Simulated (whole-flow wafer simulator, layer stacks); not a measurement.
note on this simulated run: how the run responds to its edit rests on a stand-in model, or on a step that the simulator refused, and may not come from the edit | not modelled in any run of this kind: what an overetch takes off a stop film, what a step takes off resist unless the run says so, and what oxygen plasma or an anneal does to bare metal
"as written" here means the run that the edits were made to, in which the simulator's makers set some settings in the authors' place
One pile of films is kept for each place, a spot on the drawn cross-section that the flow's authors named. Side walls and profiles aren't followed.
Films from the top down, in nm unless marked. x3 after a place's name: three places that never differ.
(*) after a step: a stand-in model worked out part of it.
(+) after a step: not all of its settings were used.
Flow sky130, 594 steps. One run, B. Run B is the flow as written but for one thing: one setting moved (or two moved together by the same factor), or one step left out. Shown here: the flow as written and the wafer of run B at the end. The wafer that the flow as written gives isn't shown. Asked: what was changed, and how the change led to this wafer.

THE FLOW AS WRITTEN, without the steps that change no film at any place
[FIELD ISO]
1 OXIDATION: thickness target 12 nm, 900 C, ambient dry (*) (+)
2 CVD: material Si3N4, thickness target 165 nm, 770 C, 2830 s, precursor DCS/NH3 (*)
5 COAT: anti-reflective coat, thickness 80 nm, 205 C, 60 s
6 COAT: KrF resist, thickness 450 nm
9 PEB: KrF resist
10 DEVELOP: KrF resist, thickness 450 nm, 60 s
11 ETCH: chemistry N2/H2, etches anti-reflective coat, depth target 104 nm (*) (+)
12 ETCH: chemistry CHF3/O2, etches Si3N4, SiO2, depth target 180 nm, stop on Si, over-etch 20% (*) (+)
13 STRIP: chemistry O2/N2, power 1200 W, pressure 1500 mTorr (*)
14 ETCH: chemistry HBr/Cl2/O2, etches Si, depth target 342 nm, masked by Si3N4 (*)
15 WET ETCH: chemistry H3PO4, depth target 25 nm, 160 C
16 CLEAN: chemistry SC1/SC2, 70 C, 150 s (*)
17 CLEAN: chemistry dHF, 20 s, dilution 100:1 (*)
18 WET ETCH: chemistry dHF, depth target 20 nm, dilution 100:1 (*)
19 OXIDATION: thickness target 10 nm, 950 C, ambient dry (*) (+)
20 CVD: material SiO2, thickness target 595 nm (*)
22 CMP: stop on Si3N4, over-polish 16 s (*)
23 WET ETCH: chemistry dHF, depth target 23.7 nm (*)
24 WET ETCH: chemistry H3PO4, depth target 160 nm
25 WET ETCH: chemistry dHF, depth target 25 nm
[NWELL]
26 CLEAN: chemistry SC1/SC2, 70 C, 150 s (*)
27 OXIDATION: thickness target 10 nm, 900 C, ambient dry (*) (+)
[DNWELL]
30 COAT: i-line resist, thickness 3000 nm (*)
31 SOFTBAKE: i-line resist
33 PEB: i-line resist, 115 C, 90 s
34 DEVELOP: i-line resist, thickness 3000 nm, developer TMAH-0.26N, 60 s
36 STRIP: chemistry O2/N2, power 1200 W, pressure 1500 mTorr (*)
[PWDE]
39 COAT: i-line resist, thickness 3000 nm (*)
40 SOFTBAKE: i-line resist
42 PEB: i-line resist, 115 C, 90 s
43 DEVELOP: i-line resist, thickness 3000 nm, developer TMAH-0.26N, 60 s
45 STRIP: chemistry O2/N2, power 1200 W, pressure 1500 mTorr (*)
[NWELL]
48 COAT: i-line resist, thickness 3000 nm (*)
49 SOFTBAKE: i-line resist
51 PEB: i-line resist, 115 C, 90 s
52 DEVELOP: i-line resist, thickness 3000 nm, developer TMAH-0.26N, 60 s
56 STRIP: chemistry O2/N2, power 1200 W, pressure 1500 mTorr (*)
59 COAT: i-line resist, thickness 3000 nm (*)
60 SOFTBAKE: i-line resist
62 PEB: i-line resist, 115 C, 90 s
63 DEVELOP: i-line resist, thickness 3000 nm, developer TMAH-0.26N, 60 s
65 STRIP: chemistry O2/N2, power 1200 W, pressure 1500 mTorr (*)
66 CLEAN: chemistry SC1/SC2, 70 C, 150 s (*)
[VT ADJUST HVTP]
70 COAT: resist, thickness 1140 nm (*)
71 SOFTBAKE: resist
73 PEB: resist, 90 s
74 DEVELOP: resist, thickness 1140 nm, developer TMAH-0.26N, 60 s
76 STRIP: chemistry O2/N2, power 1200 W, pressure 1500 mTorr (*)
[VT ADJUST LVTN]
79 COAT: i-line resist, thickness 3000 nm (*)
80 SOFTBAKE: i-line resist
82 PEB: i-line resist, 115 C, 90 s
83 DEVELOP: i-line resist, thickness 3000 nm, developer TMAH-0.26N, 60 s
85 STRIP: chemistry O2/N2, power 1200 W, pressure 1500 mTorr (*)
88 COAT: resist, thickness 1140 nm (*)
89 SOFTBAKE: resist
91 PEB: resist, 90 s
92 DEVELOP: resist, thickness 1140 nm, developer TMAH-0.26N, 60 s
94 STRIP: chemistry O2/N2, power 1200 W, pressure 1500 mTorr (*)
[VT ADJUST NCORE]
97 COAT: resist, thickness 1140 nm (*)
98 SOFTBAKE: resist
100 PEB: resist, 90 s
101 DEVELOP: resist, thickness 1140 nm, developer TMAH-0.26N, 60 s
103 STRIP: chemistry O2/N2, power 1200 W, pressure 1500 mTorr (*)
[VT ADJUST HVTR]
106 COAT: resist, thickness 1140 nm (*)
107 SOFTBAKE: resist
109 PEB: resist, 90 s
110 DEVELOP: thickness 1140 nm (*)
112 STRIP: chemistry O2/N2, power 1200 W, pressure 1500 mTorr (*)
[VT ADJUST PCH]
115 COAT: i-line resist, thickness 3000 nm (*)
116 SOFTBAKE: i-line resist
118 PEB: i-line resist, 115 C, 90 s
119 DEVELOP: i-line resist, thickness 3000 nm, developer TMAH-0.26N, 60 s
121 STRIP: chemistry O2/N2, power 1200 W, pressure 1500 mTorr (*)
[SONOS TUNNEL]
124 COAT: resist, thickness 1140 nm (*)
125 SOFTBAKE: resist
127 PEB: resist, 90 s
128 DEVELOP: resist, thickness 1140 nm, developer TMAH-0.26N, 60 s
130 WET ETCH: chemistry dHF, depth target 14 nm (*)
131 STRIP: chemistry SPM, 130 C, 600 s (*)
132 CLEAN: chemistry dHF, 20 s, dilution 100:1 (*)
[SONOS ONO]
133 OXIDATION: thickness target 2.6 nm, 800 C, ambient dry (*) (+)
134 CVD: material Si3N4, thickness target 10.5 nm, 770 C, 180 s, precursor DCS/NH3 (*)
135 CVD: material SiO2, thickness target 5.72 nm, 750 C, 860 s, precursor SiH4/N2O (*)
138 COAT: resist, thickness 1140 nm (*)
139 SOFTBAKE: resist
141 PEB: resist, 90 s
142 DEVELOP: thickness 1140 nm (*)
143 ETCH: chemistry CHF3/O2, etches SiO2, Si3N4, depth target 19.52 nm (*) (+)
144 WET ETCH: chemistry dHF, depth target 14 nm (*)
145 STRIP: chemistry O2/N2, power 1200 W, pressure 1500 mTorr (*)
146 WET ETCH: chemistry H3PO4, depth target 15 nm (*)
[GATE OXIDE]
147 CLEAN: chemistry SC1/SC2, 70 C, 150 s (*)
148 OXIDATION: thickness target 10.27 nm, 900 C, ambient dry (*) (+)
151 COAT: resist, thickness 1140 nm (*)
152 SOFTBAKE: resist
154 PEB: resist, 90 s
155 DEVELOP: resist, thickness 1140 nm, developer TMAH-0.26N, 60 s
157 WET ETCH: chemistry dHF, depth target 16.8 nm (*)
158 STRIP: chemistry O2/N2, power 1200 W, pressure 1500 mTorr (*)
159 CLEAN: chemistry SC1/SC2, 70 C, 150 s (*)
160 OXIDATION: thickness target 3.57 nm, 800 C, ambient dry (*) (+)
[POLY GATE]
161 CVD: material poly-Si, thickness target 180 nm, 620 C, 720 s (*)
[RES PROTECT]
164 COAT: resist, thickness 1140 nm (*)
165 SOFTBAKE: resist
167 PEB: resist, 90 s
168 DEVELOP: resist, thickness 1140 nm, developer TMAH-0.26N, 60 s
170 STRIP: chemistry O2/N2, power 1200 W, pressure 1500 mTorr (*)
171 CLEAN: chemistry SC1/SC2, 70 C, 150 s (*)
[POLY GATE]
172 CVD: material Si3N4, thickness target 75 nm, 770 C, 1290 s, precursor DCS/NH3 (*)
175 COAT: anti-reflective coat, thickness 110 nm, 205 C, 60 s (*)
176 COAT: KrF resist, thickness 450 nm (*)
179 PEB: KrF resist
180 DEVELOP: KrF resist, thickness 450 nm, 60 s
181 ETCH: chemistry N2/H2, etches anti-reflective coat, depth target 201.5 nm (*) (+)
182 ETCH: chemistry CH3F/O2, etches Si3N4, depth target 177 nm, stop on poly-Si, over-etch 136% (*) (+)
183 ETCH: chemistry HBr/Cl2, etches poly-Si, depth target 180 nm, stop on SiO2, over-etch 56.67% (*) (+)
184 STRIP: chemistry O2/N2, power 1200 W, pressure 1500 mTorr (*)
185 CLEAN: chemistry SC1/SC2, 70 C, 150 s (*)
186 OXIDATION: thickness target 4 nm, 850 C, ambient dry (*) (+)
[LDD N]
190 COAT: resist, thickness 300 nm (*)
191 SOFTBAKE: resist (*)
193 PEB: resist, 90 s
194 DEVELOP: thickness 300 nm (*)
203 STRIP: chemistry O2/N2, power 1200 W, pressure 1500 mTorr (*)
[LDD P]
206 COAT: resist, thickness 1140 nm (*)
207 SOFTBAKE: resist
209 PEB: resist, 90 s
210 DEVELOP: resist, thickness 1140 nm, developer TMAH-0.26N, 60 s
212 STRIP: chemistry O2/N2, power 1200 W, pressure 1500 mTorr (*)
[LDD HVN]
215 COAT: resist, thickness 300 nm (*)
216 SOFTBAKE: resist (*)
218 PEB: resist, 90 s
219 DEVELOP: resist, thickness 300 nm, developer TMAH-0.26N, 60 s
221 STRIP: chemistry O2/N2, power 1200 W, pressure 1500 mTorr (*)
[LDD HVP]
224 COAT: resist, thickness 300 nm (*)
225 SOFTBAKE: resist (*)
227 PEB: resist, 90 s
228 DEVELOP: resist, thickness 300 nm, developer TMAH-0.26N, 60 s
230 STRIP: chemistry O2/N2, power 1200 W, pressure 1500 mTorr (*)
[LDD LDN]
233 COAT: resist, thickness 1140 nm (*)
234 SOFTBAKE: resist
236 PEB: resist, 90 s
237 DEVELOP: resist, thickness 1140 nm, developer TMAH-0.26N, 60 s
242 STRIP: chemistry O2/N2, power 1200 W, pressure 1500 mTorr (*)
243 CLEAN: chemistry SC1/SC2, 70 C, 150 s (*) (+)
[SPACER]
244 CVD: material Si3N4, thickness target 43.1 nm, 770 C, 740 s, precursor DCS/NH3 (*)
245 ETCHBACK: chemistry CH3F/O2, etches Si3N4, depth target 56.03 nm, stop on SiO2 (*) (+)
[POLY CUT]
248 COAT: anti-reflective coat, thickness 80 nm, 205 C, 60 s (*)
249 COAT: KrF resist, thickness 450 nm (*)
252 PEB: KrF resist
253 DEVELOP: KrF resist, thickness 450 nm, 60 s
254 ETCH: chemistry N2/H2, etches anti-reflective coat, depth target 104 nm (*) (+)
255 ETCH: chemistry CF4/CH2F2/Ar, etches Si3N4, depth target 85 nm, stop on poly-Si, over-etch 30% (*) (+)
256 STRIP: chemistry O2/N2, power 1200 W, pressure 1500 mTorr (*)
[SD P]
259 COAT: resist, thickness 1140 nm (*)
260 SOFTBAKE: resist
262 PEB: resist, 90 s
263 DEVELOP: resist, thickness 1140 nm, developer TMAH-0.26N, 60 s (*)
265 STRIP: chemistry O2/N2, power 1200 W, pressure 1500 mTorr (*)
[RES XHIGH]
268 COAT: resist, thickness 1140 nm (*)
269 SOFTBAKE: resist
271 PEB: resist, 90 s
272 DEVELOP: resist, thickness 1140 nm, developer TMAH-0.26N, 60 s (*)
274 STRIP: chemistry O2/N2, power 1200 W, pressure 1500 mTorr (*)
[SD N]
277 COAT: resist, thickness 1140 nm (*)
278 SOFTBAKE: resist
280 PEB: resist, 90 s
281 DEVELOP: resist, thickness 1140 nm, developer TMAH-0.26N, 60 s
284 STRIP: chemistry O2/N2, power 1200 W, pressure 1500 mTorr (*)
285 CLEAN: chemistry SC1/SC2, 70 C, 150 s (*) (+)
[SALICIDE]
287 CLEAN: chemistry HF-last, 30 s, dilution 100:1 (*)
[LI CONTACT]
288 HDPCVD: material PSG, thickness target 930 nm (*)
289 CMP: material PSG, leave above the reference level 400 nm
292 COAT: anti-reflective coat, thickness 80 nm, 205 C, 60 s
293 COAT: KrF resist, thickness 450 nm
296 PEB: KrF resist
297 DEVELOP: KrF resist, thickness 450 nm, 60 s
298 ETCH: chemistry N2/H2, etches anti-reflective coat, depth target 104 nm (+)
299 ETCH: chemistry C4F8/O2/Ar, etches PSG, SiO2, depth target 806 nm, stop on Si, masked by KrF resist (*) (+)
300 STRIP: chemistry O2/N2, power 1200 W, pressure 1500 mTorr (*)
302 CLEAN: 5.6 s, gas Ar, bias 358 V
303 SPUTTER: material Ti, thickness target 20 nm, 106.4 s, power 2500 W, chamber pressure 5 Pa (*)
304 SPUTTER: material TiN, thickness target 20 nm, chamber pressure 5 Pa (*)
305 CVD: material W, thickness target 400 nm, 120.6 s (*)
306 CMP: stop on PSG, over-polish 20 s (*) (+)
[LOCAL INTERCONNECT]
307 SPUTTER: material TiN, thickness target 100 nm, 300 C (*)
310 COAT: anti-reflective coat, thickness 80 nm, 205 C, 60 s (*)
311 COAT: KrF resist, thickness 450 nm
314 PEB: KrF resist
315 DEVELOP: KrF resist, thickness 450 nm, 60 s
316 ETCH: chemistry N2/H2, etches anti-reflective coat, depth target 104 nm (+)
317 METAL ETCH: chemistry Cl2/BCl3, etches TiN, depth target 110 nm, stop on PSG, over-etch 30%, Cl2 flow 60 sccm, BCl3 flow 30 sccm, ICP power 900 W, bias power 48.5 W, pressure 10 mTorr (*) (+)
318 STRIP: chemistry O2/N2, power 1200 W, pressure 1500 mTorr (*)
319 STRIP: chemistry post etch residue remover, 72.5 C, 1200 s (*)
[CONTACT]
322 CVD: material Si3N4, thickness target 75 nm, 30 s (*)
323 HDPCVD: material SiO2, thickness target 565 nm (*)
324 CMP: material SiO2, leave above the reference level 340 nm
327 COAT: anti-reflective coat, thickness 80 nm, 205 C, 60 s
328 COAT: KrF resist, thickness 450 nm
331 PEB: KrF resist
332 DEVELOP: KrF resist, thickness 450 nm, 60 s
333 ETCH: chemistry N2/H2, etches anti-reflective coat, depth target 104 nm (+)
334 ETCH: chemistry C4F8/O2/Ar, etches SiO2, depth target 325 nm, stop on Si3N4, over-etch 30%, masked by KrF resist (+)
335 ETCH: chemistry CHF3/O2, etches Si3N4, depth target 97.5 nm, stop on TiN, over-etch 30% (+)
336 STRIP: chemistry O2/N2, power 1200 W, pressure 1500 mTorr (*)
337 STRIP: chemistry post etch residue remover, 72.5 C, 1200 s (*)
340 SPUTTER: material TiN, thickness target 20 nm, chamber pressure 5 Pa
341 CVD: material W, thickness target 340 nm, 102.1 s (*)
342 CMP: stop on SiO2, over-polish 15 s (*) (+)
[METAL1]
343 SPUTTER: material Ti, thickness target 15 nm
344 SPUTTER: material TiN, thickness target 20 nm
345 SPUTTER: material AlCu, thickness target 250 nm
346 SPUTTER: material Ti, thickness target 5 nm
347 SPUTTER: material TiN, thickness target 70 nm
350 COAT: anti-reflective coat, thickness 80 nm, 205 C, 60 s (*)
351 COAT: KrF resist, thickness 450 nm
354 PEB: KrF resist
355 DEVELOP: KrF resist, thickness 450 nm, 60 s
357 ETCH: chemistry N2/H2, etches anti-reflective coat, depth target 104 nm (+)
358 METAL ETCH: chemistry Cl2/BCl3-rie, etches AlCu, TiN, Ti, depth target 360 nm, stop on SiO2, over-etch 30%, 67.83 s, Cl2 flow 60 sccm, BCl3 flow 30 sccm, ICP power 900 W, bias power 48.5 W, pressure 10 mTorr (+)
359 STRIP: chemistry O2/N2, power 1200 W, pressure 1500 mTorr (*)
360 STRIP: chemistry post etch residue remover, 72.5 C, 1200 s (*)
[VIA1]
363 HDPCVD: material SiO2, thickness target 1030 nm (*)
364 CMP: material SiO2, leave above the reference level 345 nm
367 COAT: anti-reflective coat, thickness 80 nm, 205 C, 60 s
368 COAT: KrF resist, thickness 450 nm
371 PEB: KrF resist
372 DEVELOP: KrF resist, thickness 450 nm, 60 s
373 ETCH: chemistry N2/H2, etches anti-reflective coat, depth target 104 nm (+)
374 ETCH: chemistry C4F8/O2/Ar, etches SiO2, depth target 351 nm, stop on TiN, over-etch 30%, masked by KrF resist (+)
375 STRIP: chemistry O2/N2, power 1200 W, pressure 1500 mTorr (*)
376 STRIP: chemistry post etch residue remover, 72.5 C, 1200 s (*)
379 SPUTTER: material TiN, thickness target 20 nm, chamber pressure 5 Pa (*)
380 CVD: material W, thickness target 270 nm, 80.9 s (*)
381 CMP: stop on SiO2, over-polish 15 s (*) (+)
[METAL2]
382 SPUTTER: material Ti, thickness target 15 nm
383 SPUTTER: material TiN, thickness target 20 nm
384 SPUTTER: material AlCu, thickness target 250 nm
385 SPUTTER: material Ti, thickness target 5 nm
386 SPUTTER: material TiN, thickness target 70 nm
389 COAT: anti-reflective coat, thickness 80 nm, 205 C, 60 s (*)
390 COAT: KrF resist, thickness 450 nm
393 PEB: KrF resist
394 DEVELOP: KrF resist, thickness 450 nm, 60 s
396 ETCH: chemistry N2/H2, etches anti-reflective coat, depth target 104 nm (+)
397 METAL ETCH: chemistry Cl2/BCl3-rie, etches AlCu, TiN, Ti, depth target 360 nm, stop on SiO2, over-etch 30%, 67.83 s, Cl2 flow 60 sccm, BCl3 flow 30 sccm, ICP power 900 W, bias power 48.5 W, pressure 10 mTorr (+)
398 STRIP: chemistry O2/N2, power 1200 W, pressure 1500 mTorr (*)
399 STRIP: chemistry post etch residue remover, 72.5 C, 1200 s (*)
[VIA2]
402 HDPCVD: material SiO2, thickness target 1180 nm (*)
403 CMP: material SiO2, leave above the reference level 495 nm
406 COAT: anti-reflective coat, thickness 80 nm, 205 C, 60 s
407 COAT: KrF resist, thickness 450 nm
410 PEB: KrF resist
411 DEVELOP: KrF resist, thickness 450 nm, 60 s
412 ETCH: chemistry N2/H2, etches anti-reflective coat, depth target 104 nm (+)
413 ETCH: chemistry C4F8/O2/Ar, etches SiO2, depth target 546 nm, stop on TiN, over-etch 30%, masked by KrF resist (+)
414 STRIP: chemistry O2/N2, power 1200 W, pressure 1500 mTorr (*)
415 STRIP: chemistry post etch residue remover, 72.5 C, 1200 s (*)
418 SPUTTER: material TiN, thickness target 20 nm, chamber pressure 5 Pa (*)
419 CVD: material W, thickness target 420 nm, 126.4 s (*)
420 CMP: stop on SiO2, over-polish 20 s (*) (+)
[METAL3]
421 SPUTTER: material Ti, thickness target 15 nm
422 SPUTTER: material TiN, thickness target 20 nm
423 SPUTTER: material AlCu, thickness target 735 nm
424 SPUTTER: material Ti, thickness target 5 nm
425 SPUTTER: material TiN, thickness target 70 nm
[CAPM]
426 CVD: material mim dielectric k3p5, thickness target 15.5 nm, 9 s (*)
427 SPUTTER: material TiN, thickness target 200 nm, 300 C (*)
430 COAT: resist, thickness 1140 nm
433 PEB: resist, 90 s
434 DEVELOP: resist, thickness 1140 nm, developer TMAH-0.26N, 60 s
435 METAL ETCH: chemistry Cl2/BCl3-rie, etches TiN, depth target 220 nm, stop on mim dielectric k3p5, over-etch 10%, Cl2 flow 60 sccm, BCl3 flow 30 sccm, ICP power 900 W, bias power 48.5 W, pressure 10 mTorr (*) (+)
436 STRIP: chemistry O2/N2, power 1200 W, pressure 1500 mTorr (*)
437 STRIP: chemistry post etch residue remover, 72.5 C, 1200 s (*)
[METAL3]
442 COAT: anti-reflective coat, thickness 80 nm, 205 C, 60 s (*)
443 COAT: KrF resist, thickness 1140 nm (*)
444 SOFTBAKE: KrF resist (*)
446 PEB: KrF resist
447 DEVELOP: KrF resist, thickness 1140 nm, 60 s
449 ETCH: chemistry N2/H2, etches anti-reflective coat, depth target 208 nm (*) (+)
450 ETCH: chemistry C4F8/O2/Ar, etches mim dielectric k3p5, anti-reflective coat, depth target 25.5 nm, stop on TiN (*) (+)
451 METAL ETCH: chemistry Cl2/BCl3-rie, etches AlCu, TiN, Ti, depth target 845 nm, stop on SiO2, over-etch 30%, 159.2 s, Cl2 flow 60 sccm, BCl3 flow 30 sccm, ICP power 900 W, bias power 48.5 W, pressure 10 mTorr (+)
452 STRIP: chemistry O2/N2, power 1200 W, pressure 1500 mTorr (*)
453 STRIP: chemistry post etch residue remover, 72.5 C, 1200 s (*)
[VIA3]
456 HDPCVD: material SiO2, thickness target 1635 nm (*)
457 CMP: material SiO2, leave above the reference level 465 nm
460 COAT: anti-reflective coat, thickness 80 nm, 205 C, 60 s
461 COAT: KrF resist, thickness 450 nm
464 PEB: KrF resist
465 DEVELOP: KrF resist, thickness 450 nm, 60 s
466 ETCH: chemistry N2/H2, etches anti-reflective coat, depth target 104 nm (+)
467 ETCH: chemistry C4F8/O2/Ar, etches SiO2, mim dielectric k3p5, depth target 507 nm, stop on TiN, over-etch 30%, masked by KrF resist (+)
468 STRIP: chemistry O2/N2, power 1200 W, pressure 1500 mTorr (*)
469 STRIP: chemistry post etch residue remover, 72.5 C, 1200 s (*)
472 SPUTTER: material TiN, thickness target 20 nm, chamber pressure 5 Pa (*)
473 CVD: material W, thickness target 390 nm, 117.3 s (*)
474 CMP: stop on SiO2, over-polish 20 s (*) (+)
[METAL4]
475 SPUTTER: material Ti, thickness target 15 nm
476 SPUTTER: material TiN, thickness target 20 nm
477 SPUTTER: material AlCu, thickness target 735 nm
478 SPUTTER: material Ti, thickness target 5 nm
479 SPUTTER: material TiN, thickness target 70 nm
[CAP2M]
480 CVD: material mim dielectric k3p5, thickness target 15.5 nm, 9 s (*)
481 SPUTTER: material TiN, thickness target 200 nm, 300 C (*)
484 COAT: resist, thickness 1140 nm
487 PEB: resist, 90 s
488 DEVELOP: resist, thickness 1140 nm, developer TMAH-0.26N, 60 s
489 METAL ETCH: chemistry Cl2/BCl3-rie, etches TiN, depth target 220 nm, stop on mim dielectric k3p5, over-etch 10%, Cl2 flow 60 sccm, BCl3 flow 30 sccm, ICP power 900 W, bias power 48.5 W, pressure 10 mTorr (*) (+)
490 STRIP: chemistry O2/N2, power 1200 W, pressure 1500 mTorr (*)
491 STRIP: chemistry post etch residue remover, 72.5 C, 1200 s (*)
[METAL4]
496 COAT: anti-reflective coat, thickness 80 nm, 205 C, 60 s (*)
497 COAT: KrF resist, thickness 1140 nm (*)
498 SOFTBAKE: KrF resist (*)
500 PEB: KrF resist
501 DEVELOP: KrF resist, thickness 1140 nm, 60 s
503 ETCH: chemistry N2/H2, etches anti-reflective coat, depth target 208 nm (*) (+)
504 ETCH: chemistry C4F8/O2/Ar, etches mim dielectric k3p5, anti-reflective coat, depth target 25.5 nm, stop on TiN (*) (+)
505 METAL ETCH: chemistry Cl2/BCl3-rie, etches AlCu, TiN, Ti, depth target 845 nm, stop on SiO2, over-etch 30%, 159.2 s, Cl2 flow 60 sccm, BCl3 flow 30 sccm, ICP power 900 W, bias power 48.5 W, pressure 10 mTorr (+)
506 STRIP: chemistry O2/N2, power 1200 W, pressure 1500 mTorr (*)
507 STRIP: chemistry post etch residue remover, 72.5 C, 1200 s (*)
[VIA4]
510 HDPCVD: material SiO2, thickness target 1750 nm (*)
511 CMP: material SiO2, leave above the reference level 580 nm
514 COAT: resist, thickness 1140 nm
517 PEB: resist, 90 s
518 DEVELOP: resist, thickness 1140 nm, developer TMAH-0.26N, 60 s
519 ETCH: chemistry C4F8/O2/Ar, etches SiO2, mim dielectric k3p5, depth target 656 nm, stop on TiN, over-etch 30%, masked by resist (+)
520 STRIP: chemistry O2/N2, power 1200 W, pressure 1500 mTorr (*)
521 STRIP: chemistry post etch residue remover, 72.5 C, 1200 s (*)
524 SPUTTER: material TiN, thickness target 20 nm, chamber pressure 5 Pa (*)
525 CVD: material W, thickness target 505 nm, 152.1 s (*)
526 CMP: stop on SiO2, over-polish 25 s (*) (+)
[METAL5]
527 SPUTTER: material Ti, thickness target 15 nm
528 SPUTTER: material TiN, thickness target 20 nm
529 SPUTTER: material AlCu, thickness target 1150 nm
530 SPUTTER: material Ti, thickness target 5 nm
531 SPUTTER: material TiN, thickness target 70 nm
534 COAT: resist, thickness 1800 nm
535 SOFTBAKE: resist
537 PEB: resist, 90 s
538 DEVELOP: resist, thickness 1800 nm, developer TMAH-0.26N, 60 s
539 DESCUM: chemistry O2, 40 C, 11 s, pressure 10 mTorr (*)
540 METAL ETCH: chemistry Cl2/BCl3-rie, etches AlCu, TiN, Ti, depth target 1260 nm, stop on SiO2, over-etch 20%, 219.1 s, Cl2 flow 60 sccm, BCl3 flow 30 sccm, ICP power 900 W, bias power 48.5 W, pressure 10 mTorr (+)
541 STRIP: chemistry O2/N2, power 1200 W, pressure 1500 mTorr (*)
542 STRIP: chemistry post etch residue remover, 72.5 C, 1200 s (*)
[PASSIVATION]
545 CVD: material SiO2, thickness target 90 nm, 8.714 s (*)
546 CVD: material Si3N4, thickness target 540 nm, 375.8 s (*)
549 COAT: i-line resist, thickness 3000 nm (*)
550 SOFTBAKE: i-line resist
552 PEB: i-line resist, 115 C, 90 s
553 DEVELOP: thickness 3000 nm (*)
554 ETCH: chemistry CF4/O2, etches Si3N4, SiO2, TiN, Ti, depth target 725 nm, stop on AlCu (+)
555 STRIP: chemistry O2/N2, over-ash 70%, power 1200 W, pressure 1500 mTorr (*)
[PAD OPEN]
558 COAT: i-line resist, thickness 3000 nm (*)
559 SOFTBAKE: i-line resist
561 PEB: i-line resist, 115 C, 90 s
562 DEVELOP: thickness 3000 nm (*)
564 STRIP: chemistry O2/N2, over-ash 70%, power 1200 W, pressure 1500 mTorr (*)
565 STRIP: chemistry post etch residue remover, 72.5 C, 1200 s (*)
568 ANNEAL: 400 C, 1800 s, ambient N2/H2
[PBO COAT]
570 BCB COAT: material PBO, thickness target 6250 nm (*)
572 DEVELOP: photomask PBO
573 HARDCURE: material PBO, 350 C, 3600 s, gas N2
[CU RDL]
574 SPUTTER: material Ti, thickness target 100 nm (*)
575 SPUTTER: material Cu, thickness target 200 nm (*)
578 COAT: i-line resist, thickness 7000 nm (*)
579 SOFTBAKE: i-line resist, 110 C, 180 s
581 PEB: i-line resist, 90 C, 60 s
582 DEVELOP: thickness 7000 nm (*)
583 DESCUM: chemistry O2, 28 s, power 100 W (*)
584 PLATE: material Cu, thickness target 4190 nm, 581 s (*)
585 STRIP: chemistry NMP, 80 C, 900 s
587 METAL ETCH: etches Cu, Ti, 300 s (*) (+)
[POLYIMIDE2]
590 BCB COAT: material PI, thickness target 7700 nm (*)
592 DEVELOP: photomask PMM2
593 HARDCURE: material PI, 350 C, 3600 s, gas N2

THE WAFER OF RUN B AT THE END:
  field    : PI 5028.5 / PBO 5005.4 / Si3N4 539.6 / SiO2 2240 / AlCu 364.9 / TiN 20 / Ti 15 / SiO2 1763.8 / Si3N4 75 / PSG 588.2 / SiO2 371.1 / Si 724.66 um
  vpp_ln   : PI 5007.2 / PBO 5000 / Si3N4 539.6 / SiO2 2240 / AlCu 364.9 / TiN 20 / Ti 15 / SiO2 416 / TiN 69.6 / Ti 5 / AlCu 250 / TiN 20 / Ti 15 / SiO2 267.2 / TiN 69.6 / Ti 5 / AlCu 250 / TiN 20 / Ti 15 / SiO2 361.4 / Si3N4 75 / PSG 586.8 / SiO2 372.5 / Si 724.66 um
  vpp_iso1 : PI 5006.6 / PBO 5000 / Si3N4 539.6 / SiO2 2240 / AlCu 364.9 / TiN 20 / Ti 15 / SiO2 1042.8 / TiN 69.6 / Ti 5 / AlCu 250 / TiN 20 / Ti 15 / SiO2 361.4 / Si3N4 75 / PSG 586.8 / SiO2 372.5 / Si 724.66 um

The cause: step 451, METAL ETCH: depth target 338 nm was run, where the flow has depth target 845 nm.

How the change led to this, step by step:
  451 METAL ETCH: chemistry Cl2/BCl3-rie, etches AlCu, TiN, Ti, depth target 845 nm, stop on SiO2, over-etch 30%, 159.2 s, Cl2 flow 60 sccm, BCl3 flow 30 sccm, ICP power 900 W, bias power 48.5 W, pressure 10 mTorr (+)
      field, active, gate and 69 more: TiN -70 (all of it), Ti -5 (all of it), AlCu -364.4 (as written it would be: TiN -70 (all of it), Ti -5 (all of it), AlCu -735 (all of it), TiN -20 (all of it), Ti -15 (all of it), SiO2 -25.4)
      vpp_ln, vpp_iso2, ndiff_ln and 10 more: TiN -70 (all of it), Ti -5 (all of it), AlCu -364.4 (as written it would be: TiN -70 (all of it), Ti -5 (all of it), AlCu -735 (all of it), TiN -20 (all of it), Ti -15 (all of it), SiO2 -25.3)
      (and at 107 more places)
  452 STRIP: chemistry O2/N2, power 1200 W, pressure 1500 mTorr (*)
      gate_hv, dice_street, pplus_nw and 73 more: KrF resist -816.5 (all of it), anti-reflective coat -80 (all of it) (as written it would be: KrF resist -486.9 (all of it), anti-reflective coat -80 (all of it))
      n_well, p_well, sd_n, sd_p, pad, mim_edge_gap, mim_edge_gap_sheet: KrF resist -816.4 (all of it), anti-reflective coat -80 (all of it) (as written it would be: KrF resist -486.9 (all of it), anti-reflective coat -80 (all of it))
      (and at 24 more places)
  453 STRIP: chemistry post etch residue remover, 72.5 C, 1200 s (*)
      field, active, gate and 82 more: AlCu -5.72 (as written it would be: nothing)
  456 HDPCVD: material SiO2, thickness target 1635 nm (*)
      field, active, gate and 82 more: SiO2 +1635 (new film) (as written it would be: SiO2 +1635)
  457 CMP: material SiO2, leave above the reference level 465 nm
      field, active, gate and 82 more: SiO2 -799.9 (as written it would be: SiO2 -374.7)
Counting metal films that touch as one body, field has 1 body; the flow as written gives 0 bodies.
Counting metal films that touch as one body, vpp_ln has 3 bodies (between them, from the top down: SiO2 416; SiO2 267.2); the flow as written gives 2 bodies (between them, from the top down: SiO2 267.2).
Counting metal films that touch as one body, vpp_iso1 has 2 bodies (between them, from the top down: SiO2 1042.8); the flow as written gives 1 body.
